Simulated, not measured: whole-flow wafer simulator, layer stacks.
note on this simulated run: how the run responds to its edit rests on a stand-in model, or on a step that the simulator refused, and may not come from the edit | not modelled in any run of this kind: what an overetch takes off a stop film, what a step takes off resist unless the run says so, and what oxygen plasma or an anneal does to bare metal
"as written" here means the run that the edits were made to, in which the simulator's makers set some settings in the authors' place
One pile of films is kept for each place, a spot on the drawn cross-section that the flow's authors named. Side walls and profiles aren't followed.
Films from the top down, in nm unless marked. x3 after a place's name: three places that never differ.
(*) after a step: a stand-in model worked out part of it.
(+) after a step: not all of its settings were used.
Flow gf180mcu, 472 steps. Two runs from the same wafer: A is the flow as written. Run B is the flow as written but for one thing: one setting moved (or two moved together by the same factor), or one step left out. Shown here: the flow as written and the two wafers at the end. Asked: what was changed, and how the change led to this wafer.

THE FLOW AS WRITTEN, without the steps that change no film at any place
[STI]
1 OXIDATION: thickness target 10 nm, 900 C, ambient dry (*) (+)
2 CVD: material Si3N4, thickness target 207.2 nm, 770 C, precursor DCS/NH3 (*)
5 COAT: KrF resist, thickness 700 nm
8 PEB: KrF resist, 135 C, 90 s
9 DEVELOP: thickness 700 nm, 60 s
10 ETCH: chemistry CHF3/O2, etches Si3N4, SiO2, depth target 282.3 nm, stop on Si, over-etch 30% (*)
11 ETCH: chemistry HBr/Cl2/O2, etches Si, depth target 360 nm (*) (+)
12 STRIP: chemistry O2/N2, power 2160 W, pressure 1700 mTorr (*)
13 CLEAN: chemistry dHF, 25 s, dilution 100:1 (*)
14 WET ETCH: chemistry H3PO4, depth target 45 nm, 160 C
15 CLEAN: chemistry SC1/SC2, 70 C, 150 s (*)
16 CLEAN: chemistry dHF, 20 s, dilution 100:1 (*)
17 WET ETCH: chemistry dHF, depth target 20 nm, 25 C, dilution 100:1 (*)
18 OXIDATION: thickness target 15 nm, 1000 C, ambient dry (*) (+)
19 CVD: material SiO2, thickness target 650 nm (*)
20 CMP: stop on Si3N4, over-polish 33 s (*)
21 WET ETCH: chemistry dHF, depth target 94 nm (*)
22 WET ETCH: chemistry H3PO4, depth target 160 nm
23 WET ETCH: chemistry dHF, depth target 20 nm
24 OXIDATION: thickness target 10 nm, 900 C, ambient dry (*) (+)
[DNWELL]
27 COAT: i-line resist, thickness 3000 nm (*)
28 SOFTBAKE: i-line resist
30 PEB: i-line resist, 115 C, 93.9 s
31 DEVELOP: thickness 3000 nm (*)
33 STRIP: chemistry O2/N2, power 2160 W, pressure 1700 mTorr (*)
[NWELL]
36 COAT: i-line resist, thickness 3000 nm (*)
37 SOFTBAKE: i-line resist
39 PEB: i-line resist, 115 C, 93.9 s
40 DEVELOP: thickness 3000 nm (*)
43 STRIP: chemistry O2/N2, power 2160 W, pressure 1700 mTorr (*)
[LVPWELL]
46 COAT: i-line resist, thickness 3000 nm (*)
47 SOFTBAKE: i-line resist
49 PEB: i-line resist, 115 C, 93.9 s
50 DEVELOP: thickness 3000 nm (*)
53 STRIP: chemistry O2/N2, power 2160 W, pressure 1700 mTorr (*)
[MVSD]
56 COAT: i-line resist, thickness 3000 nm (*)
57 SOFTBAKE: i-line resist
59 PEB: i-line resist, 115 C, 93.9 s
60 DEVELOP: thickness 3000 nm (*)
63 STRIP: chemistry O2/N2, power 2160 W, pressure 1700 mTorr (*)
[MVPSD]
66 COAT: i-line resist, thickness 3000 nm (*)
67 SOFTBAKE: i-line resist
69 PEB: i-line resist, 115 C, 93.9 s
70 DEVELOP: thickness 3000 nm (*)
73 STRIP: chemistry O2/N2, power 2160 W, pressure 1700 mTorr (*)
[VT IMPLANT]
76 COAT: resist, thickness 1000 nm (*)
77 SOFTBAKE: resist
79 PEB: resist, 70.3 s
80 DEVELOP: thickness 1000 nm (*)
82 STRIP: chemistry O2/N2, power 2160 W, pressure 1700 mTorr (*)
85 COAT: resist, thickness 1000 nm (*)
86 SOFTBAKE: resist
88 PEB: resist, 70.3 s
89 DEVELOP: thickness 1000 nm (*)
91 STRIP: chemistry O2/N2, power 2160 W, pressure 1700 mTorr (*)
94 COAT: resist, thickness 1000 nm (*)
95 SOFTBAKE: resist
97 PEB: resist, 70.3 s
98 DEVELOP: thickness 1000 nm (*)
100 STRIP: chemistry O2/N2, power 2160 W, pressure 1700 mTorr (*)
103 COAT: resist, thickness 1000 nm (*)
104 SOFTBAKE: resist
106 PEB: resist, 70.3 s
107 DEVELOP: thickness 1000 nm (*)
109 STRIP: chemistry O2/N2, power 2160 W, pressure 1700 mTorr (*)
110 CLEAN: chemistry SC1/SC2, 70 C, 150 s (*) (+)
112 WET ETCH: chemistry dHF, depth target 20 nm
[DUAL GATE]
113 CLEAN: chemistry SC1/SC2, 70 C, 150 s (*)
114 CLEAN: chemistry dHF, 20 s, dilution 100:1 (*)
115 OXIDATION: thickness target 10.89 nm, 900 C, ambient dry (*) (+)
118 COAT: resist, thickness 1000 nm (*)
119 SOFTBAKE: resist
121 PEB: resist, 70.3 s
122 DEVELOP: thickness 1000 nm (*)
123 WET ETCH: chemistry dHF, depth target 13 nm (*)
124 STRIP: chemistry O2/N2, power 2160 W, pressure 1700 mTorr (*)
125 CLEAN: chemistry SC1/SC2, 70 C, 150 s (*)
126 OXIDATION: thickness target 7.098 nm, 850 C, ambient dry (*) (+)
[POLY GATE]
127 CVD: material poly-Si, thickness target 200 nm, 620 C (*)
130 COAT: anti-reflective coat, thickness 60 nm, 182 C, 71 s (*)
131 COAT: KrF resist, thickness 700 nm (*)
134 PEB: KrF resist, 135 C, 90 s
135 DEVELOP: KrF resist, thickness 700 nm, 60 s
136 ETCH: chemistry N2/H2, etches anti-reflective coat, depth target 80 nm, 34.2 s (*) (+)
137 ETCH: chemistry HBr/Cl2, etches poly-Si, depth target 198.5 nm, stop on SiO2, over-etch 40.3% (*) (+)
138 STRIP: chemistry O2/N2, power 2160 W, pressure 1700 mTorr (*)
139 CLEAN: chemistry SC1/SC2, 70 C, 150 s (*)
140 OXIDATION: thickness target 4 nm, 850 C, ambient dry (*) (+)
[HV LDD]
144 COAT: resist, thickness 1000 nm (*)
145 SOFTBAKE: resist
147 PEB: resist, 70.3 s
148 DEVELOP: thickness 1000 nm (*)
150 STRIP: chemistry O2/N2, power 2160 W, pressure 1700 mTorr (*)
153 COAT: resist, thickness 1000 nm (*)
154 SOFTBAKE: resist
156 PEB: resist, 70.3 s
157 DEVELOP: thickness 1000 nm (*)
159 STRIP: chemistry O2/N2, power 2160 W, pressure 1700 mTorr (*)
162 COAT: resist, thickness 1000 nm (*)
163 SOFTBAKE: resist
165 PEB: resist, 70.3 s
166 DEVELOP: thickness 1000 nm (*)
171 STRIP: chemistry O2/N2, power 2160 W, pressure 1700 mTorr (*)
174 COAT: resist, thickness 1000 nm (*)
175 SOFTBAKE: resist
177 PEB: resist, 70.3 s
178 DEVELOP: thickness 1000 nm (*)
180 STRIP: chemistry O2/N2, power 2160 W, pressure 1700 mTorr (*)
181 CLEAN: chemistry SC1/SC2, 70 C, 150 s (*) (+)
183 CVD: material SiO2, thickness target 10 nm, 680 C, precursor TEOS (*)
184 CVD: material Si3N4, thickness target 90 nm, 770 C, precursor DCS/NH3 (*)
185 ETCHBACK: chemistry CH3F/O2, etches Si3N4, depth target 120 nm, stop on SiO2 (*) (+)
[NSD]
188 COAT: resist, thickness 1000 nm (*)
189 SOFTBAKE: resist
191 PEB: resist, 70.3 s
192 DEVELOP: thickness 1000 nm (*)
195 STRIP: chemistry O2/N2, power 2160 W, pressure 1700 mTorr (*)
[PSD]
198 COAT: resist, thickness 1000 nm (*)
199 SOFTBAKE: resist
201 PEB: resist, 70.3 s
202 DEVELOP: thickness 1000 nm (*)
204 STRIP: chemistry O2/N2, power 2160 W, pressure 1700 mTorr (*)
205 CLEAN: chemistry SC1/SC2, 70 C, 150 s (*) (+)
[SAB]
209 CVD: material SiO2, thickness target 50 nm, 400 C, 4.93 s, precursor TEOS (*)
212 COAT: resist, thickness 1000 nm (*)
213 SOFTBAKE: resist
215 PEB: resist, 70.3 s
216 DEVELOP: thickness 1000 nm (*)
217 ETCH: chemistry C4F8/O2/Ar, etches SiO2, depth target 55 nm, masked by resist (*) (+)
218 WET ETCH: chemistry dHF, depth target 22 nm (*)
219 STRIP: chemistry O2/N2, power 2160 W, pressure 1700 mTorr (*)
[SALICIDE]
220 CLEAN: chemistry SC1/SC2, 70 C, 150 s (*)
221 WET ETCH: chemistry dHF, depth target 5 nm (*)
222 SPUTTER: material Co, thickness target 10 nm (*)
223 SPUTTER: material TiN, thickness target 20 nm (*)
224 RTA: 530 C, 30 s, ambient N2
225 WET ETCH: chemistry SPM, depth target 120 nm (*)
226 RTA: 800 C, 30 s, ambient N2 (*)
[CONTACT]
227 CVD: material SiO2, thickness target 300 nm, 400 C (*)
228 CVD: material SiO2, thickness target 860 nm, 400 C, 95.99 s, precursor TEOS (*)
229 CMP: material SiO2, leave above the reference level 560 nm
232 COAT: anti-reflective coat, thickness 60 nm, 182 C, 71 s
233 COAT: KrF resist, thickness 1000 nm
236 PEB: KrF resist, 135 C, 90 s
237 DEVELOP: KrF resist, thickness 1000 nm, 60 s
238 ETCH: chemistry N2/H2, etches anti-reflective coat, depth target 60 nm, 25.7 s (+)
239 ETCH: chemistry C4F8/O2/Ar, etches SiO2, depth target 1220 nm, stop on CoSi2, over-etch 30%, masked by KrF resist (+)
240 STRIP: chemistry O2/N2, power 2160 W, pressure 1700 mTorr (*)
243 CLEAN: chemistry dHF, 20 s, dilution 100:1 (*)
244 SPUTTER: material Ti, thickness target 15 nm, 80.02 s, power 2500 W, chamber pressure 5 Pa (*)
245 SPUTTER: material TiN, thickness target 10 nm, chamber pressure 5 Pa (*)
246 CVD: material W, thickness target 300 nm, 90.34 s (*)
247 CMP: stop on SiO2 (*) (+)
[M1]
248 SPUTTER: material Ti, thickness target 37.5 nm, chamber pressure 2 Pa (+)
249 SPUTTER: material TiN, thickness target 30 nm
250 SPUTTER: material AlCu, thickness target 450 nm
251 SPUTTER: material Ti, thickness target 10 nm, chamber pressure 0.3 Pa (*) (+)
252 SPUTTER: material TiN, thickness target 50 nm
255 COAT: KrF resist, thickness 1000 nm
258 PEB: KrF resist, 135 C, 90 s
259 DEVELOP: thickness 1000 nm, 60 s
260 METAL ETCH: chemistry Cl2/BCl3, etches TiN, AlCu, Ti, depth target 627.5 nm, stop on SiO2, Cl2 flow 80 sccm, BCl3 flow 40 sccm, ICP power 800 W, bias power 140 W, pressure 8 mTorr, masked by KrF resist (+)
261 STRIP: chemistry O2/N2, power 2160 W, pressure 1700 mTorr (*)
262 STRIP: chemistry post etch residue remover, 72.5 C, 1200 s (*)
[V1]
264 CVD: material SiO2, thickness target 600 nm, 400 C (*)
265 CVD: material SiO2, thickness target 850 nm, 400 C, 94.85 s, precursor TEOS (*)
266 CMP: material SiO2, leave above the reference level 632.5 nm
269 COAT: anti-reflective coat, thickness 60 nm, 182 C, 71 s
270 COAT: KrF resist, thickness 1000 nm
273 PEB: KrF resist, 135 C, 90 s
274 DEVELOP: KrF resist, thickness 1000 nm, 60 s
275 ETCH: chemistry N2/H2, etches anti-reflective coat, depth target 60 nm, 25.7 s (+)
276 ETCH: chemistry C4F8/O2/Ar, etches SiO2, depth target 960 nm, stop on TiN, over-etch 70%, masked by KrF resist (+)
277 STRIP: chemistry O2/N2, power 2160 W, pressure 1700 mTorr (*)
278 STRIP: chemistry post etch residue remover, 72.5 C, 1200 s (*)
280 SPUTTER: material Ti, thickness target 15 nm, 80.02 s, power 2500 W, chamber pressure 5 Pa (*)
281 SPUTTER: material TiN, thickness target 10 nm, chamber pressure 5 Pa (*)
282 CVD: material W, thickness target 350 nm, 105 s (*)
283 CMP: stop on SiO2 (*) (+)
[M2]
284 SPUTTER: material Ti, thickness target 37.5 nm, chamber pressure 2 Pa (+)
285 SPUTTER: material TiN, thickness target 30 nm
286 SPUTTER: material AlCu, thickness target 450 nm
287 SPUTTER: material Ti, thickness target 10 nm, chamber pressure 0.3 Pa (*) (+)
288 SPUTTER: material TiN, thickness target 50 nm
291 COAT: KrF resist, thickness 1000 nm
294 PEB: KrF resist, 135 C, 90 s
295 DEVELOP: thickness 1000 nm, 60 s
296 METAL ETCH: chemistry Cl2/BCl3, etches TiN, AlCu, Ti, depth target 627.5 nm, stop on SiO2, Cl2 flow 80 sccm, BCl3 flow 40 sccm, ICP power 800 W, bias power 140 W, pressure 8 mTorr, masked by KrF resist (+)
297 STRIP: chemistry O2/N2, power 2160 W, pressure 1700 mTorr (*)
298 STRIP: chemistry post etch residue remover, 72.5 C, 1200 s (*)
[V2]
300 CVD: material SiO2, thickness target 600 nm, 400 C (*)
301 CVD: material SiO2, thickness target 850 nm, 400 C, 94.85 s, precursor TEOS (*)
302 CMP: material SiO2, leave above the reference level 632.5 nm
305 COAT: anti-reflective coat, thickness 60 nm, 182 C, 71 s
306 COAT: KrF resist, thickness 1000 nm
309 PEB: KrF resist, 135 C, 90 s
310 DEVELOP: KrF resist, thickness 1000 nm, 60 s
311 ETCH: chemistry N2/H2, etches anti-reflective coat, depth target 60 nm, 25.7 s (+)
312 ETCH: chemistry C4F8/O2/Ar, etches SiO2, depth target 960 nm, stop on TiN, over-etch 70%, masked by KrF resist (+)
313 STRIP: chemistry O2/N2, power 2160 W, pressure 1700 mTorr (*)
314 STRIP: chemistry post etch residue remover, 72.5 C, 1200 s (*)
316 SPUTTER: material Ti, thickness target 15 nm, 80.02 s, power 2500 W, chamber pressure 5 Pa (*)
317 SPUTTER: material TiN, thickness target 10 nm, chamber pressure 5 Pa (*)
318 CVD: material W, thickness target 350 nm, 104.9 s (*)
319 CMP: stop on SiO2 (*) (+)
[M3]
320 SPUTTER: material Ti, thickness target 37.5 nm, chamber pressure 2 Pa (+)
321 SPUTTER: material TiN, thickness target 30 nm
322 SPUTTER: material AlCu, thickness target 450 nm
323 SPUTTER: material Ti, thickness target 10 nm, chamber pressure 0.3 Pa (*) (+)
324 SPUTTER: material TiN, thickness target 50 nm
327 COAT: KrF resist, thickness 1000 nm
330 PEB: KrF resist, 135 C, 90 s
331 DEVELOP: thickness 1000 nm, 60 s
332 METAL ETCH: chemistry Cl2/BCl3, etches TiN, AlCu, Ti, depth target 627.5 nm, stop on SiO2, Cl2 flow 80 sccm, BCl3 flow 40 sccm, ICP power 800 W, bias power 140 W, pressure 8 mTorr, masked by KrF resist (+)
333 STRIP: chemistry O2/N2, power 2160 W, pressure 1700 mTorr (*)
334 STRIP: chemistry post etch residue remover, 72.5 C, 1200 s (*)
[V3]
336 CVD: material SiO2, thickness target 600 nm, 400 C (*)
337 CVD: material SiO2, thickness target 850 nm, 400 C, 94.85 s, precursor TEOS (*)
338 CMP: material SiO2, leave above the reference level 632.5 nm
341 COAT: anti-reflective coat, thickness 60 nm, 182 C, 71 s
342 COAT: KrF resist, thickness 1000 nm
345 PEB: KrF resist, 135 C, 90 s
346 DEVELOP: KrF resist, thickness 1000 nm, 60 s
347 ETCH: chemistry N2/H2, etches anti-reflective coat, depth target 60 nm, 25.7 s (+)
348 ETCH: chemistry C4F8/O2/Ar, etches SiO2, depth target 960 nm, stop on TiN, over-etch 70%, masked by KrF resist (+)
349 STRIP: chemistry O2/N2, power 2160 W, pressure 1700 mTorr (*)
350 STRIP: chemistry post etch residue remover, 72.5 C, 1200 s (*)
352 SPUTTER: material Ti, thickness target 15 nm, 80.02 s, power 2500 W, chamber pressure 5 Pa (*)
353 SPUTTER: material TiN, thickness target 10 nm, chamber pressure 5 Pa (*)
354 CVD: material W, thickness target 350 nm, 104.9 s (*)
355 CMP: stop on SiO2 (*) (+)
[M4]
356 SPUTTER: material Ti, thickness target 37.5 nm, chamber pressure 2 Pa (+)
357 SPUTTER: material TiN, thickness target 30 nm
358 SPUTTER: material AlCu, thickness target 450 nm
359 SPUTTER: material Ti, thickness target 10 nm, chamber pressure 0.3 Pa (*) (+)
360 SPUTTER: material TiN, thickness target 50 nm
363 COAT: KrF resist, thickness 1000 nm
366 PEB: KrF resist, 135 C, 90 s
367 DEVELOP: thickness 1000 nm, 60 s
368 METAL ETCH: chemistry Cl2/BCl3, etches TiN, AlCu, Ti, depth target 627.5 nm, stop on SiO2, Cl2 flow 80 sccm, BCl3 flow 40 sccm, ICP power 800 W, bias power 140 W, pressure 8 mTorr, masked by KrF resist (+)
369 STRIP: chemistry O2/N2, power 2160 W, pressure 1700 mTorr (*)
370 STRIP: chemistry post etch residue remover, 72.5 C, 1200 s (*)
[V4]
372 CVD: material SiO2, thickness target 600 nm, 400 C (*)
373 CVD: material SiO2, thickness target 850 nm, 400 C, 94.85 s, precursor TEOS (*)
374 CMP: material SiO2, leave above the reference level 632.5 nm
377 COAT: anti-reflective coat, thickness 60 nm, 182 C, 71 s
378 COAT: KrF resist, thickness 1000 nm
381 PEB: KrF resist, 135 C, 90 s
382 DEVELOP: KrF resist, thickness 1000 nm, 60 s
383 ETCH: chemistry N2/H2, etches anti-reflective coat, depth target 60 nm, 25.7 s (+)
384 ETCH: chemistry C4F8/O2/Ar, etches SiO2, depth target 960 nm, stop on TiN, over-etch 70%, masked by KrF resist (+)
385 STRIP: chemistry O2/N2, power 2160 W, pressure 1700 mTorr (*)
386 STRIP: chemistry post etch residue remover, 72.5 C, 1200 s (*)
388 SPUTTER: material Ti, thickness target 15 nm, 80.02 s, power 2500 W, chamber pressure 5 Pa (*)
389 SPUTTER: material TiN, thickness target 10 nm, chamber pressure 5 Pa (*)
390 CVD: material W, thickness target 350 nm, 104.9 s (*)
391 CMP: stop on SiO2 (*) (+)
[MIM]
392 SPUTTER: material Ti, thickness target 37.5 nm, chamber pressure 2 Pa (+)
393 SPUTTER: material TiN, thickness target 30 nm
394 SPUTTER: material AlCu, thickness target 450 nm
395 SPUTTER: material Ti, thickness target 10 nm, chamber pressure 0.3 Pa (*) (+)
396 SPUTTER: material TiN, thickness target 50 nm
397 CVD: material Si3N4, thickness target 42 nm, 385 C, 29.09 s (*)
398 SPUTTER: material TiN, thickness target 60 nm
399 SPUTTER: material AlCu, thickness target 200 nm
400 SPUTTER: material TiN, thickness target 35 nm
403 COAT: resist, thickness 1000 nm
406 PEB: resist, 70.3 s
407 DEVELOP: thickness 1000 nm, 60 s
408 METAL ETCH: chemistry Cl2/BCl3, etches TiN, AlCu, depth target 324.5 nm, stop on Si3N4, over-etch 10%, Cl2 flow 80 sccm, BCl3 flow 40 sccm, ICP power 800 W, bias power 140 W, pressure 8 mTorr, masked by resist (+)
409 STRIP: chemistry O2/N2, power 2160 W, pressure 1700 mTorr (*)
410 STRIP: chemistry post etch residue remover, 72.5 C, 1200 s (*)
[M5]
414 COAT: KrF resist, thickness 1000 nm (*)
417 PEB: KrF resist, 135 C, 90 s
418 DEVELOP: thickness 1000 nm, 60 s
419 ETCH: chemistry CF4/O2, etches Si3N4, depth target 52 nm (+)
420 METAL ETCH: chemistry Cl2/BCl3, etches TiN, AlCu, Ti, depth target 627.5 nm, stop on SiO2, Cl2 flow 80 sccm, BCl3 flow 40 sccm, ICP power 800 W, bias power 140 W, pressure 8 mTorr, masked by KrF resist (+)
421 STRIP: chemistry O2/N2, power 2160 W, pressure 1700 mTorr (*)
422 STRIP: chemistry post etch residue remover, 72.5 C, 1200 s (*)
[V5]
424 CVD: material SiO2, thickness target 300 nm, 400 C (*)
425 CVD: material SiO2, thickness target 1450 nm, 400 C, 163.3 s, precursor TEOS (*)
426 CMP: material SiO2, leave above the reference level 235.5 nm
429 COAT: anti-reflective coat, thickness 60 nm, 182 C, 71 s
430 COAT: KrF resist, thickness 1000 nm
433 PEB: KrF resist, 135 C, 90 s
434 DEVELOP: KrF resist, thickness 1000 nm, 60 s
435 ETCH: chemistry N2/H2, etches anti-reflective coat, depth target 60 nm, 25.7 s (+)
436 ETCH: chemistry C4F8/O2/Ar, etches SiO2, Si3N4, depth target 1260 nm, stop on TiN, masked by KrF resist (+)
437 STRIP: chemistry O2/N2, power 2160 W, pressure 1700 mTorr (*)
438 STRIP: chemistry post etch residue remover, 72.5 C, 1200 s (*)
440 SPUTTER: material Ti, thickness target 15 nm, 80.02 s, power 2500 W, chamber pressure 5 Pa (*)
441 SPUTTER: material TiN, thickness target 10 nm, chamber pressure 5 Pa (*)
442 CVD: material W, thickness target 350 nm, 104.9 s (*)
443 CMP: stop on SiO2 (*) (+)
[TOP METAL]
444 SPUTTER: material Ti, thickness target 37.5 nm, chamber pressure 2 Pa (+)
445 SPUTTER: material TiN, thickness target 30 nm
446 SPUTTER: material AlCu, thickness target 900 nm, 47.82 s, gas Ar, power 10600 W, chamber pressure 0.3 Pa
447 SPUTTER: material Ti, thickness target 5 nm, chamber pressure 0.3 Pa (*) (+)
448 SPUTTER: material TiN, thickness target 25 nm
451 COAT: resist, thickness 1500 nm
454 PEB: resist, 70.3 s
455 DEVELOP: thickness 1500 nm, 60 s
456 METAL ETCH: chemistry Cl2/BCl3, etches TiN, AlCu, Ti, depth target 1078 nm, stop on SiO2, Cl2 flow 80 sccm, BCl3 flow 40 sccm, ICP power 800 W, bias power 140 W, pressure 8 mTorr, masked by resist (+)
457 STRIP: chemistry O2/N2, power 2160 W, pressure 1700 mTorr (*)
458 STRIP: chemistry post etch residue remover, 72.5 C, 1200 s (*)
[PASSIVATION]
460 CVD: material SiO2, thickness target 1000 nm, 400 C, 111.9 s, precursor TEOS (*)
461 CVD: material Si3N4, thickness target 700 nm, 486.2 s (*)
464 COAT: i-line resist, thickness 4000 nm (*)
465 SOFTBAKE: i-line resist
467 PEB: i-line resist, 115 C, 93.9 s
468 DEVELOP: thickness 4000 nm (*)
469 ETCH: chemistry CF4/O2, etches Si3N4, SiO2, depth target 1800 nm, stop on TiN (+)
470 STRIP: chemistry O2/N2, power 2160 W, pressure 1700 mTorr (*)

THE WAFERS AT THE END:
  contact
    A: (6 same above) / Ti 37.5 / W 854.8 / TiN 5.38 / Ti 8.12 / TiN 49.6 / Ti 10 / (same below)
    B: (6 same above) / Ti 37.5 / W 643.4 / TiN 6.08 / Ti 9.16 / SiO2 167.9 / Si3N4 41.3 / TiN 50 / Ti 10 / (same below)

The cause: step 436, ETCH: depth target 662 nm was run, where the flow has depth target 1260 nm.

How the change led to this, step by step:
  436 ETCH: chemistry C4F8/O2/Ar, etches SiO2, Si3N4, depth target 1260 nm, stop on TiN, masked by KrF resist (+)
      contact: A SiO2 -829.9 (all of it), Si3N4 -41.3 (all of it) | B SiO2 -662
      field, field__w1, field__w2 and 108 more: A KrF resist -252 | B KrF resist -132.4
  437 STRIP: chemistry O2/N2, power 2160 W, pressure 1700 mTorr (*)
      field, field__w1, field__w2 and 108 more: A KrF resist -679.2 (all of it), anti-reflective coat -60 (all of it) | B KrF resist -798.8 (all of it), anti-reflective coat -60 (all of it)
  440 SPUTTER: material Ti, thickness target 15 nm, 80.02 s, power 2500 W, chamber pressure 5 Pa (*)
      contact: A Ti +8.12 (new film) | B Ti +9.16 (new film)
  441 SPUTTER: material TiN, thickness target 10 nm, chamber pressure 5 Pa (*)
      contact: A TiN +5.38 (new film) | B TiN +6.08 (new film)
  442 CVD: material W, thickness target 350 nm, 104.9 s (*)
      contact: A W +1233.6 (new film) | B W +1022.2 (new film)
Counting metal films that touch as one body, contact has 2 bodies (between them, from the top down: SiO2 167.9 / Si3N4 41.3); the flow as written gives 1 body.
